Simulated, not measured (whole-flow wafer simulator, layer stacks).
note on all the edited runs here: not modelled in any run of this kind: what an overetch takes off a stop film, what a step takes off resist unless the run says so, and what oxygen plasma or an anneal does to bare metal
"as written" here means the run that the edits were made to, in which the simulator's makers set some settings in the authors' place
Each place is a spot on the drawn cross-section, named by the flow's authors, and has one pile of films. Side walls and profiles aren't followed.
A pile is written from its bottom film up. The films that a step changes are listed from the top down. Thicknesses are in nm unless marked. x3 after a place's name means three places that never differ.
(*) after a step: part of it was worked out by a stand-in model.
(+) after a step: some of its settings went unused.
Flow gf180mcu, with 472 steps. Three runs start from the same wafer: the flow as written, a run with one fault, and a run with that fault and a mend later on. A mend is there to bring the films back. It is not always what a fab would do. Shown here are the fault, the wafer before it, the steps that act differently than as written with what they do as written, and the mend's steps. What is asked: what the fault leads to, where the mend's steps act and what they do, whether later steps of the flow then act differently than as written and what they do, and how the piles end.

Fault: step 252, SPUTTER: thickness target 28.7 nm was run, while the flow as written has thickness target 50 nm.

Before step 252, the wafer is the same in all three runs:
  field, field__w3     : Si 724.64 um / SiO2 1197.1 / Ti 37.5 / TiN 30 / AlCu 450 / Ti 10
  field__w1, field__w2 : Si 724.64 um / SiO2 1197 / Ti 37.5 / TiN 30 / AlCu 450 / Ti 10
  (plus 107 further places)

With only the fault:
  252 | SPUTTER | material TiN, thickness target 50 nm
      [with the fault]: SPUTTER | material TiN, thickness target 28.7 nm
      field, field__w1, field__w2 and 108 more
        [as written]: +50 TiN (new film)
        [with the fault]: +28.7 TiN (new film)
  Steps further on in the flow that do not act as written (2 more steps, not shown, differ only slightly: by at most 2% or 0.5 nm, whichever is larger):
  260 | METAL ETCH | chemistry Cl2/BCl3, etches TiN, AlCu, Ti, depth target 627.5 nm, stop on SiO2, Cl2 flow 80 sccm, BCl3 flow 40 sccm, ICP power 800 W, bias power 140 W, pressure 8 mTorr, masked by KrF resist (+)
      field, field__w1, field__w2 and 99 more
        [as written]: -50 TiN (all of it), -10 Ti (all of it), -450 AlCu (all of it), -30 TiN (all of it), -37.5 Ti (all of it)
        [with the fault]: -28.7 TiN (all of it), -10 Ti (all of it), -450 AlCu (all of it), -30 TiN (all of it), -37.5 Ti (all of it)
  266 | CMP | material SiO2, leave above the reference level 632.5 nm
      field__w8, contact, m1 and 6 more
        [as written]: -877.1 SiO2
        [with the fault]: -855.8 SiO2
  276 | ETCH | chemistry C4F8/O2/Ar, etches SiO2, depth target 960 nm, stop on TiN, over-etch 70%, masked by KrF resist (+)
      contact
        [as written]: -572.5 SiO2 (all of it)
        [with the fault]: -593.8 SiO2 (all of it)
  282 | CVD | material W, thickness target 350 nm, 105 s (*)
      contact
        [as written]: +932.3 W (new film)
        [with the fault]: +953.8 W (new film)
  The piles end different from the flow's at field__w8, contact, m1 and 6 more by more than 2% or 0.5 nm, whichever is larger.
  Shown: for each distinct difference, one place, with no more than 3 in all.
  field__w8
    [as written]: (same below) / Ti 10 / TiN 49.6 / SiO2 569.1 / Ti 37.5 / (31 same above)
    [with the fault]: (same below) / Ti 10 / TiN 28.3 / SiO2 590.4 / Ti 37.5 / (31 same above)
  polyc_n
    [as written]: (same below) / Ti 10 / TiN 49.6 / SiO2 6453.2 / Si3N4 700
    [with the fault]: (same below) / Ti 10 / TiN 28.3 / SiO2 6474.5 / Si3N4 700
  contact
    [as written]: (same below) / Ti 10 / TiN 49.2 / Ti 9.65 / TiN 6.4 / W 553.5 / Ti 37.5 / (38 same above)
    [with the fault]: (same below) / Ti 10 / TiN 27.9 / Ti 9.53 / TiN 6.32 / W 575 / Ti 37.5 / (38 same above)

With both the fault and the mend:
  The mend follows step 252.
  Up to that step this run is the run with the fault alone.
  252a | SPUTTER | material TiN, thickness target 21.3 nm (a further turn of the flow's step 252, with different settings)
      field, field__w1, field__w2 and 108 more
        +21.3 TiN
  None of the later steps of the flow acts differently than as written at any place that is followed.
  At every place that both follow, the piles at the end match the flow's.
